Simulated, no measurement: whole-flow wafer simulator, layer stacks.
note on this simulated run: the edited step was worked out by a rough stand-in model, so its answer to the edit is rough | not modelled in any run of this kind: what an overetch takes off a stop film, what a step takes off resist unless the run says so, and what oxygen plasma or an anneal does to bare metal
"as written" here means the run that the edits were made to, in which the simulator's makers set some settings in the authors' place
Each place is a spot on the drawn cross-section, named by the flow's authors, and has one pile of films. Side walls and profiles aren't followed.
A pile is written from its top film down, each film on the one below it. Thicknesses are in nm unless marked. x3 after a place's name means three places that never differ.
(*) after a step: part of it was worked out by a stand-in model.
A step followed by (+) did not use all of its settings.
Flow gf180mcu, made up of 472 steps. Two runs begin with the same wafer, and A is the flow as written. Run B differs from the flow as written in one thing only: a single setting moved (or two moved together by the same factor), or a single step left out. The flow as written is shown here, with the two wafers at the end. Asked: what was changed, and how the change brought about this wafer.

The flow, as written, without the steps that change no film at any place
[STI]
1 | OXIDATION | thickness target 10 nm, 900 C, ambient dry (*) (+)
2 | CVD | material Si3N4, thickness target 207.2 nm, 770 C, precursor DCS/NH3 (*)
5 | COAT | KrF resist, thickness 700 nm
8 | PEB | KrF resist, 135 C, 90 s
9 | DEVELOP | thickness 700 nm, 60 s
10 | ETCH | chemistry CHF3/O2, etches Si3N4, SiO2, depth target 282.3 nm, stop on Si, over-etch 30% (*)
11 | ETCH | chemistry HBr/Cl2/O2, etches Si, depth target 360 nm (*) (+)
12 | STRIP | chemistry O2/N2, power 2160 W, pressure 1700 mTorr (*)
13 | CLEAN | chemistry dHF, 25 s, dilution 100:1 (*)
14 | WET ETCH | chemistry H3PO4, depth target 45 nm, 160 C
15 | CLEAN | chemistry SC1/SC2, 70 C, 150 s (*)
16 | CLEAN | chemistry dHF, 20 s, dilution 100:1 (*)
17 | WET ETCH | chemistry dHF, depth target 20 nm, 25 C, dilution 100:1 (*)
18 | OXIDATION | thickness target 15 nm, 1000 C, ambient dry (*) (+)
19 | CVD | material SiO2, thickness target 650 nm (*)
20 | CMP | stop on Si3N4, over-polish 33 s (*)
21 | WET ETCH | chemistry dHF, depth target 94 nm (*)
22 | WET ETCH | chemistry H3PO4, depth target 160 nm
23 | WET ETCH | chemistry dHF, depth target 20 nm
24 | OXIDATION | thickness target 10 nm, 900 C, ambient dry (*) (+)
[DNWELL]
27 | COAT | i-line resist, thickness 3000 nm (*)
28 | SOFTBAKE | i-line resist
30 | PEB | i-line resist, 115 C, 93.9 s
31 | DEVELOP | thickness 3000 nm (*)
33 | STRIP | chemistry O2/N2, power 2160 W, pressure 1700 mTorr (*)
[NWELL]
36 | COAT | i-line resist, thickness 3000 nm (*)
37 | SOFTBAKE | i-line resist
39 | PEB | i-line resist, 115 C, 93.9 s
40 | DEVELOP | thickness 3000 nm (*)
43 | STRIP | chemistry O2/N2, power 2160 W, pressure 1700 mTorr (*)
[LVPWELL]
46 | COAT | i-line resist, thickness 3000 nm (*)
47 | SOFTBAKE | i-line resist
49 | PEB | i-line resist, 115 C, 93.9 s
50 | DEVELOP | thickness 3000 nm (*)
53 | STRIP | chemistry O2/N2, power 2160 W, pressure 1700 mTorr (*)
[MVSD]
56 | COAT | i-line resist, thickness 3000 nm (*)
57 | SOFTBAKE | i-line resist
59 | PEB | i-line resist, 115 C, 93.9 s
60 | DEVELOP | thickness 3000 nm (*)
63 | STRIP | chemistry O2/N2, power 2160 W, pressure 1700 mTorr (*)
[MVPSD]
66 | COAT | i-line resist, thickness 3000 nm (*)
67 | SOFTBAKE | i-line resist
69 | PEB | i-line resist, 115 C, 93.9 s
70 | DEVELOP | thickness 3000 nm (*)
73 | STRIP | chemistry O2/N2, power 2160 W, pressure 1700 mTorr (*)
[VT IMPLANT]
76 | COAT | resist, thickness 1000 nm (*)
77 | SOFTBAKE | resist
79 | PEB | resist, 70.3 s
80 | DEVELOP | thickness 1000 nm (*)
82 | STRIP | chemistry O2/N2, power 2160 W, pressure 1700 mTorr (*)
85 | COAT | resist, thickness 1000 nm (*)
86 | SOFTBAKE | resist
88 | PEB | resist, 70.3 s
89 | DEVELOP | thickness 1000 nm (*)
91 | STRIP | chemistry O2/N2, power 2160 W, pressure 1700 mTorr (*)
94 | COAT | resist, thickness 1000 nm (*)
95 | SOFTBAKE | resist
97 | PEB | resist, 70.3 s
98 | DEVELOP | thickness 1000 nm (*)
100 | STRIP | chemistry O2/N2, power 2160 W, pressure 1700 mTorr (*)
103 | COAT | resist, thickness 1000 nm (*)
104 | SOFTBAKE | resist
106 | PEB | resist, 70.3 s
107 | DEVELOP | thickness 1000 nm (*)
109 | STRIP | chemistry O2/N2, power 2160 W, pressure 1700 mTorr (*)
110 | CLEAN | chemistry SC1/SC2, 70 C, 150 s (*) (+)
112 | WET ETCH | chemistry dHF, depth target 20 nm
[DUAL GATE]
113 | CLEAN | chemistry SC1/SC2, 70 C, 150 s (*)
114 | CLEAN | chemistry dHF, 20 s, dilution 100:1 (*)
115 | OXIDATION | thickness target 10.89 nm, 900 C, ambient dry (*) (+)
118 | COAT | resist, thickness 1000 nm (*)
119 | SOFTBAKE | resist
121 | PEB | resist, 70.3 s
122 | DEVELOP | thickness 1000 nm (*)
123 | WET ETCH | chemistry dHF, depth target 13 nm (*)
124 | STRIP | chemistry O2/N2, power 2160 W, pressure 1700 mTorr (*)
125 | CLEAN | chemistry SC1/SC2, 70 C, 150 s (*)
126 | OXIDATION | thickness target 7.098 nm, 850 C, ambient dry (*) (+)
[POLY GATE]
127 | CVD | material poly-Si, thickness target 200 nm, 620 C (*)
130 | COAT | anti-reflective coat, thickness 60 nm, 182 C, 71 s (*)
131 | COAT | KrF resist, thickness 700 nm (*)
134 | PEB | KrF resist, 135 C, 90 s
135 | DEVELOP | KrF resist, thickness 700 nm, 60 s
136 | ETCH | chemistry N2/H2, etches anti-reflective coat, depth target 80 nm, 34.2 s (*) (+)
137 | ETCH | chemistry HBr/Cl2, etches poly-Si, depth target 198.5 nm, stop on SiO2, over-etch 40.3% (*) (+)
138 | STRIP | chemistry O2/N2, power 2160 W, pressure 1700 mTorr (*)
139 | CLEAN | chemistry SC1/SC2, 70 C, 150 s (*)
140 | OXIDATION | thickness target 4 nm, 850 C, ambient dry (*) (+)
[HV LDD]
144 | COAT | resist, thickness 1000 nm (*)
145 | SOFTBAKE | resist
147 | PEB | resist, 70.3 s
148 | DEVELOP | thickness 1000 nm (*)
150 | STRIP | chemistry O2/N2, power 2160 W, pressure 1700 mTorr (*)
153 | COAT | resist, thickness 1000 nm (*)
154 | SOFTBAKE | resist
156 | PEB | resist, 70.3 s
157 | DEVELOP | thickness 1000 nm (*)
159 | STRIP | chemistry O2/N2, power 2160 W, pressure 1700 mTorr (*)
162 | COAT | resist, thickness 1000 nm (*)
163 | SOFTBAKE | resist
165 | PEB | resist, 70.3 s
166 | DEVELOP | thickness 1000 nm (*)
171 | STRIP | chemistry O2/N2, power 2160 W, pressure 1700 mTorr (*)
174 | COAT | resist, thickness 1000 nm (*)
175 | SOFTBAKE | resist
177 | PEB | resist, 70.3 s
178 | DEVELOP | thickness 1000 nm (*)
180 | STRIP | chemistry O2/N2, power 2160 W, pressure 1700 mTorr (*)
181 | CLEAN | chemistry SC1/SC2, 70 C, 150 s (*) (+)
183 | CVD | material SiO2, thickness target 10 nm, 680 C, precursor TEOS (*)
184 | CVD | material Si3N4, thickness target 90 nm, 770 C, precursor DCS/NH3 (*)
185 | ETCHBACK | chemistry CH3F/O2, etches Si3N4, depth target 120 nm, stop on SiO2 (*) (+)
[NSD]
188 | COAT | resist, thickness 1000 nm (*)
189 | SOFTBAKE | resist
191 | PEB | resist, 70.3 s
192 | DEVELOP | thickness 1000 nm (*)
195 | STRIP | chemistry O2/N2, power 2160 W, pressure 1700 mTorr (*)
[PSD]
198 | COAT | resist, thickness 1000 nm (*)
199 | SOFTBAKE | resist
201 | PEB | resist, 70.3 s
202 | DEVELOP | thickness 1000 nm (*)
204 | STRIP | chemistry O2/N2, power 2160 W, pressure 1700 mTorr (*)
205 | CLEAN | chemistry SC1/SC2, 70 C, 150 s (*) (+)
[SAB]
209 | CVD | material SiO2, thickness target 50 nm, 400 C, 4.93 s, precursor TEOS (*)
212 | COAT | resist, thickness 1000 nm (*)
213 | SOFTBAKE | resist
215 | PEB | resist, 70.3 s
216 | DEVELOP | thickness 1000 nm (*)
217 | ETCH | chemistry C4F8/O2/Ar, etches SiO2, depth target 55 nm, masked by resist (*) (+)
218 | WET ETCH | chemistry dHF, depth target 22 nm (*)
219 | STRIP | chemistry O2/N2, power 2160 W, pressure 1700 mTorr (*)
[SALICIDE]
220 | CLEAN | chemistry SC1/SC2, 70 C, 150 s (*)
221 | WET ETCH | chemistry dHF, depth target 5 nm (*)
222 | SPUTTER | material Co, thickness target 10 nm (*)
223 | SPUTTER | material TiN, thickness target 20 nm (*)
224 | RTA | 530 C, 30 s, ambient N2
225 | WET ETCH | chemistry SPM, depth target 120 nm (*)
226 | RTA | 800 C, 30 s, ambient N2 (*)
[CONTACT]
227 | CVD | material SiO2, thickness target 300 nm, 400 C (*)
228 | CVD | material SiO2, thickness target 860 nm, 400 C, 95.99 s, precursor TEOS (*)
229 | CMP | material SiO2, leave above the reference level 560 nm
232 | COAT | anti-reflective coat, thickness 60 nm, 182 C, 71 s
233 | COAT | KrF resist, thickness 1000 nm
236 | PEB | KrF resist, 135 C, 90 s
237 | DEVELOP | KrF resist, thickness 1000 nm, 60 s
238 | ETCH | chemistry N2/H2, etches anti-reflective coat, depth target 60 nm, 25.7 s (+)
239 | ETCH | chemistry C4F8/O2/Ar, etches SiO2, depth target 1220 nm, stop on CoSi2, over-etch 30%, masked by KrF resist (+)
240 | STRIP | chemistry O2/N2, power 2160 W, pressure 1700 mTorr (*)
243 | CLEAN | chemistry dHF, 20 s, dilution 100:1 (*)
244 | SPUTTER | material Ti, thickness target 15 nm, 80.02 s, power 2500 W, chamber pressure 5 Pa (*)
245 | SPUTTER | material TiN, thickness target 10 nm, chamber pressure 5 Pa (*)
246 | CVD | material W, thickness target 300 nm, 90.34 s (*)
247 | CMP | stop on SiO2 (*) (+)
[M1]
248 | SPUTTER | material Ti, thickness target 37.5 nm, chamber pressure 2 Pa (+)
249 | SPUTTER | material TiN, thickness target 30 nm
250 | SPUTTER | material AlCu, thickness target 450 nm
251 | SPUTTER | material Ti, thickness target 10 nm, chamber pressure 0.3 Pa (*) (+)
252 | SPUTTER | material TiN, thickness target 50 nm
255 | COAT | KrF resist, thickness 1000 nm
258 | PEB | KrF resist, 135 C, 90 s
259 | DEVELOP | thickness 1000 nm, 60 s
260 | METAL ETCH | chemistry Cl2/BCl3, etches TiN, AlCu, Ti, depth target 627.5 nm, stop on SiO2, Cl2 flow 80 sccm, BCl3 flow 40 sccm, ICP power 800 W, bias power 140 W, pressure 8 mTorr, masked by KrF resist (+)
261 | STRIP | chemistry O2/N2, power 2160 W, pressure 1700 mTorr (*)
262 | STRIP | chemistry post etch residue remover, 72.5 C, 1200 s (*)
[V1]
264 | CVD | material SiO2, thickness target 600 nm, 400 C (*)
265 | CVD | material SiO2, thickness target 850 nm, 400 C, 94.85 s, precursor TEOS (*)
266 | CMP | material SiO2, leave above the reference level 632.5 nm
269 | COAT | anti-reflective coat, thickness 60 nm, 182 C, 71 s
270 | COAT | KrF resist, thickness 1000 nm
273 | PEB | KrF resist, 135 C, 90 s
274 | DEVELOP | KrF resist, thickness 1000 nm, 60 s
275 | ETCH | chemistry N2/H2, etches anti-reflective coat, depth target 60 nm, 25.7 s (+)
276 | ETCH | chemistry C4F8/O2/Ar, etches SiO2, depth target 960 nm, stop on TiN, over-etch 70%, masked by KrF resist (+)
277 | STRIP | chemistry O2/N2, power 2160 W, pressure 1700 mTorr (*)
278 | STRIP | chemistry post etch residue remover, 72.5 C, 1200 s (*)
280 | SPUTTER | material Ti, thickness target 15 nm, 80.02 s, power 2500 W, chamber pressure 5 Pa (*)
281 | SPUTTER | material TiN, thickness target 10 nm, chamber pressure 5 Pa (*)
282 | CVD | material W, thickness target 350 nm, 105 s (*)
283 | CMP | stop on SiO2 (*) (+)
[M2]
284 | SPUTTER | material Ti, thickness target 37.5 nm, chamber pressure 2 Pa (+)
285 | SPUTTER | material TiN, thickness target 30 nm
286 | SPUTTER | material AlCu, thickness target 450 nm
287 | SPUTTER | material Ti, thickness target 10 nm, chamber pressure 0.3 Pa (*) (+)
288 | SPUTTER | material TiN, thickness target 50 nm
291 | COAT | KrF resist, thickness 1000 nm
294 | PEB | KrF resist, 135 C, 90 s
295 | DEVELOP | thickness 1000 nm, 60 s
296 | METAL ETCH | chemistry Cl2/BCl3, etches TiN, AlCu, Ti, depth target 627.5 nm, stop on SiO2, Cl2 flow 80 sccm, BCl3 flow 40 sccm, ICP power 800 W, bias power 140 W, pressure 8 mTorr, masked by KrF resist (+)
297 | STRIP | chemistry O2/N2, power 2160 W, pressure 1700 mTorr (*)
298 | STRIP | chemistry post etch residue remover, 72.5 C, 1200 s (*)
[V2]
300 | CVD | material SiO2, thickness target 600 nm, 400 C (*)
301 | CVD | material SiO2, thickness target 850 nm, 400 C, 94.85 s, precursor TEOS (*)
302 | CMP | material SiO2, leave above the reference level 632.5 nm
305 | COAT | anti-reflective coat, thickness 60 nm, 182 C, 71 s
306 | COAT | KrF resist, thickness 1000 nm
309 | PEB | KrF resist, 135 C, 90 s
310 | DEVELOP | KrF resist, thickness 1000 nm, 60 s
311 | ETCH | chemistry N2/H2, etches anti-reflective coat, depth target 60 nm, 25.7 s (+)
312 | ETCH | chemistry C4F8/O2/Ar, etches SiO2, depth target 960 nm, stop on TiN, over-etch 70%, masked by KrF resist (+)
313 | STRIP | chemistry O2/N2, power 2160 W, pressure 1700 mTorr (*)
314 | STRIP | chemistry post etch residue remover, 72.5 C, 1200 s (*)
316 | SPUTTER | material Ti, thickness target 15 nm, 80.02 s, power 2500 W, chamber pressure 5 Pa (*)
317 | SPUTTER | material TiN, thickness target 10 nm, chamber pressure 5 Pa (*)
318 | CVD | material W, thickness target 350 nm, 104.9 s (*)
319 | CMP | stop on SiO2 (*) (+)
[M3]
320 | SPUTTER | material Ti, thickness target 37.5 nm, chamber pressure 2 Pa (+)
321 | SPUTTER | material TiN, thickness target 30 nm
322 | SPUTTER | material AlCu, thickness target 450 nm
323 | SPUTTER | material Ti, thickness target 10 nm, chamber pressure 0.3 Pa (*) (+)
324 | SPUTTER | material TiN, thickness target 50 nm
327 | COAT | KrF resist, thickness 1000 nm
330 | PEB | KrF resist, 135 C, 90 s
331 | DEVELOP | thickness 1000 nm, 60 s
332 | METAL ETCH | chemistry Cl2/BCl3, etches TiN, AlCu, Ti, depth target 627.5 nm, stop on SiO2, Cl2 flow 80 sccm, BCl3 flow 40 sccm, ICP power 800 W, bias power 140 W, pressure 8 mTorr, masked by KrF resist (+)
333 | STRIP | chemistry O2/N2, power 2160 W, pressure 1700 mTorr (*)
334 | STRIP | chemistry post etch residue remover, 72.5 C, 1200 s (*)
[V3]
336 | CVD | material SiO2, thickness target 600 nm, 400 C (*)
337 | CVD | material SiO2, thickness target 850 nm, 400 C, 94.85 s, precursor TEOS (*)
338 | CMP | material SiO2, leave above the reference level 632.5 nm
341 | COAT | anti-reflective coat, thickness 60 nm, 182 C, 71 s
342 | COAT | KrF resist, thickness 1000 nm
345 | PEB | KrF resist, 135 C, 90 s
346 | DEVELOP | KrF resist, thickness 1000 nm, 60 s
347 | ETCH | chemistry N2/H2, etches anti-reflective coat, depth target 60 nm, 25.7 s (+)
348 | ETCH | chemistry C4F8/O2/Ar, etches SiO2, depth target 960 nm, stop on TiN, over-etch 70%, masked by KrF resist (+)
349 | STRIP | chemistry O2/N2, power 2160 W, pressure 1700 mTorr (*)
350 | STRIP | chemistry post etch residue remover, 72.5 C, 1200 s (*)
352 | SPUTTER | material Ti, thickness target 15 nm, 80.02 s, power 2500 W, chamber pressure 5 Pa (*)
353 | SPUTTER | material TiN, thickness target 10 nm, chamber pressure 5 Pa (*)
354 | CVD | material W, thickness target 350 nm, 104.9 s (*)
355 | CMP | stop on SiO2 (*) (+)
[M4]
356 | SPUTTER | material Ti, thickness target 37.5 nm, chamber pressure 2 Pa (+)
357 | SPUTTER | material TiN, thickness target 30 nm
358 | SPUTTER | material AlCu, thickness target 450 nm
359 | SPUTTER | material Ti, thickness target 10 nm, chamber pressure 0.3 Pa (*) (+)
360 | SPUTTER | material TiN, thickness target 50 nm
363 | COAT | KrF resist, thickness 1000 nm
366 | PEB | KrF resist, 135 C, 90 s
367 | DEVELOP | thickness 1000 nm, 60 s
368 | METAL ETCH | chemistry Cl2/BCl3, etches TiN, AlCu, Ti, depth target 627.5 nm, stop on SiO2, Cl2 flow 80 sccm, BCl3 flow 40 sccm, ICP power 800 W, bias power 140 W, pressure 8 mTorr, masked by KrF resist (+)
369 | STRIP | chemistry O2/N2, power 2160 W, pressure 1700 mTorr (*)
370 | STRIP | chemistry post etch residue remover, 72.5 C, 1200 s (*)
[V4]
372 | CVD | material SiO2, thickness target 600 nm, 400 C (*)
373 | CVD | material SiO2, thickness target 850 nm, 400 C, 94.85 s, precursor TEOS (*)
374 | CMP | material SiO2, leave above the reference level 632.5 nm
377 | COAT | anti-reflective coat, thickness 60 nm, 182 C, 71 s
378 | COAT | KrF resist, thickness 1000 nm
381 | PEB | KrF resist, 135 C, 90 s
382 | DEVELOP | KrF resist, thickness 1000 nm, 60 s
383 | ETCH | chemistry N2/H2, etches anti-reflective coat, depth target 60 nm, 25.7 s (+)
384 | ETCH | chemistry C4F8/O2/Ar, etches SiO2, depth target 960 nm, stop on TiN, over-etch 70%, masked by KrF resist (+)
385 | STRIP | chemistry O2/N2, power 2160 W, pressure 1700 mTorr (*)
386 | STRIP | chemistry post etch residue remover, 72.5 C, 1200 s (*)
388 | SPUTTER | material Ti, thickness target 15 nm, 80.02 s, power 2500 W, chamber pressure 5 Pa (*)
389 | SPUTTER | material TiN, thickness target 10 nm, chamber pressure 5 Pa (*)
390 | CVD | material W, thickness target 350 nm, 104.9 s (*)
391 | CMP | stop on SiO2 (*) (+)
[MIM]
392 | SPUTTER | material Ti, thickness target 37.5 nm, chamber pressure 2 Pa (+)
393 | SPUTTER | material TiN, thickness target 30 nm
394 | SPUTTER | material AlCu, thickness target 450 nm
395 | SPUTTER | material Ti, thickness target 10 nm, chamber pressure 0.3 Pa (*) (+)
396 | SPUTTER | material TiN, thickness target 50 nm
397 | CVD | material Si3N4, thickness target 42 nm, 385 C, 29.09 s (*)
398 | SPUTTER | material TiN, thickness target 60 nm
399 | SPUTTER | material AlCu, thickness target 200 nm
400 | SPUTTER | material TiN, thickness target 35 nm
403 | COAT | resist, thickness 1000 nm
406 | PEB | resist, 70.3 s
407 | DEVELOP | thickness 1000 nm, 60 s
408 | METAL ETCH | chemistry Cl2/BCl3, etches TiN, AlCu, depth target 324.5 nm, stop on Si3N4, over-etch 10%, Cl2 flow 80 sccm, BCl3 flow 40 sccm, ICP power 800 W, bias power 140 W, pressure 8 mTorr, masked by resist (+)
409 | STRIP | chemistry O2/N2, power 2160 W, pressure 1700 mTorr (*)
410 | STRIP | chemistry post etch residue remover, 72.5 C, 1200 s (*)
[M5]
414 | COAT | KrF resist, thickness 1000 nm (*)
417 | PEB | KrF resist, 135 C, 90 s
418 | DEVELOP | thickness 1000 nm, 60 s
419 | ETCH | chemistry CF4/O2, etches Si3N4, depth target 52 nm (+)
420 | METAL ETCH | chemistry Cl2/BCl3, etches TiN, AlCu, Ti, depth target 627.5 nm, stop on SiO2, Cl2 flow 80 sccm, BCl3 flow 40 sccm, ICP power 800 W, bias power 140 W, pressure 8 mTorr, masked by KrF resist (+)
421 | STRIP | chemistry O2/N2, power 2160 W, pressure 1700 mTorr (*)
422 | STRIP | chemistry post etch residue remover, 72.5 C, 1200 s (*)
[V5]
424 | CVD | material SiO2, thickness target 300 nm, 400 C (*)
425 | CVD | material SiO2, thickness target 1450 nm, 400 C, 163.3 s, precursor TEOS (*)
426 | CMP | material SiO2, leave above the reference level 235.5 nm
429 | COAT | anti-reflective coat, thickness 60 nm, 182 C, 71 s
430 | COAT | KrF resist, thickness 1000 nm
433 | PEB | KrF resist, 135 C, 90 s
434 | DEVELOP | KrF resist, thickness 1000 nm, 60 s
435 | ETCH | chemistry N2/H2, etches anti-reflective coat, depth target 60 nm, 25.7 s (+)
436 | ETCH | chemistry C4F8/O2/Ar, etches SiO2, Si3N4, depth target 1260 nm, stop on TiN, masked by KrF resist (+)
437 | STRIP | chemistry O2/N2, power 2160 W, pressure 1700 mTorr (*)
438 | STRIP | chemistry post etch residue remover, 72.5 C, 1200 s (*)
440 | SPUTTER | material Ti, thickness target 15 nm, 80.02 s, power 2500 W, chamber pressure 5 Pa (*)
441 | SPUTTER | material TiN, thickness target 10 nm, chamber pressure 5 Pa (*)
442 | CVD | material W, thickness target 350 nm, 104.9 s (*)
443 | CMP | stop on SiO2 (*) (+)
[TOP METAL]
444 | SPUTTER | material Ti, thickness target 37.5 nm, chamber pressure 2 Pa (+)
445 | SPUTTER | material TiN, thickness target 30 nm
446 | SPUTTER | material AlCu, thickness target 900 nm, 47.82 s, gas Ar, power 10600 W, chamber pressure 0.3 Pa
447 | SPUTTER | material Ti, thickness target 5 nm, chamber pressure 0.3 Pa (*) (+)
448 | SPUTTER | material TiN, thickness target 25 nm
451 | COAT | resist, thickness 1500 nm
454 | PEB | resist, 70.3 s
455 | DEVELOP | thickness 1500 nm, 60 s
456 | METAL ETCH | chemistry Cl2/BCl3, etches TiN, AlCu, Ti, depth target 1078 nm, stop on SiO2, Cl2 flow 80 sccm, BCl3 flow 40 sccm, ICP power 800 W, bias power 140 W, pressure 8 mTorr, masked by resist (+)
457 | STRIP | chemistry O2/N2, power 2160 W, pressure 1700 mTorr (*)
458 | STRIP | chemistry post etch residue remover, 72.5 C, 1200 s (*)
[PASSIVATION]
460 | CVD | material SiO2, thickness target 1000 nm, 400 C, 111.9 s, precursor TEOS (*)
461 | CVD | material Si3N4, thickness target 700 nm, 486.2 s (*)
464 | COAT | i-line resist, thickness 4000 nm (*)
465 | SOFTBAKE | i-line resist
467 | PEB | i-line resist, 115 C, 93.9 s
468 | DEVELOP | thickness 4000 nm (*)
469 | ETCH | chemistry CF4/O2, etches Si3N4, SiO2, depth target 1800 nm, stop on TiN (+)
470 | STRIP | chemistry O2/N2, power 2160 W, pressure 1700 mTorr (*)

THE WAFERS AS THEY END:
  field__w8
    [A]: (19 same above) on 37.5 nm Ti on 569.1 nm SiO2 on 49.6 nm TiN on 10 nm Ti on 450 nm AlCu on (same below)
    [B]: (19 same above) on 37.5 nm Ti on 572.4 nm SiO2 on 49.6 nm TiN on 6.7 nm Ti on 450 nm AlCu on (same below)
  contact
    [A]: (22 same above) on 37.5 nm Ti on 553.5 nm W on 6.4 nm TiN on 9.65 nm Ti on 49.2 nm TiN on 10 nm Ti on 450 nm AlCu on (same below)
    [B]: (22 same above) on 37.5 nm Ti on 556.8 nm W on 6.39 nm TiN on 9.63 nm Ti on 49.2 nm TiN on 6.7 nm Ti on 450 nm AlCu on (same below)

What caused this: step 323, SPUTTER: thickness target 6.7 nm was run, while the flow as written has thickness target 10 nm.
The wafer lets one read it off: field__w8 has Ti 6.7, and step 323 as written asks for 10 nm.

The path from the change to this, step by step:
  323 | SPUTTER | material Ti, thickness target 10 nm, chamber pressure 0.3 Pa (*) (+)
      field, field__w1, field__w2 and 108 more: A Ti gains 10 (new film) | B Ti gains 6.7 (new film)
  332 | METAL ETCH | chemistry Cl2/BCl3, etches TiN, AlCu, Ti, depth target 627.5 nm, stop on SiO2, Cl2 flow 80 sccm, BCl3 flow 40 sccm, ICP power 800 W, bias power 140 W, pressure 8 mTorr, masked by KrF resist (+)
      field, field__w1, field__w2 and 103 more: A TiN loses 50 (all of it), Ti loses 10 (all of it), AlCu loses 450 (all of it), TiN loses 30 (all of it), Ti loses 37.5 (all of it) | B TiN loses 50 (all of it), Ti loses 6.7 (all of it), AlCu loses 450 (all of it), TiN loses 30 (all of it), Ti loses 37.5 (all of it)
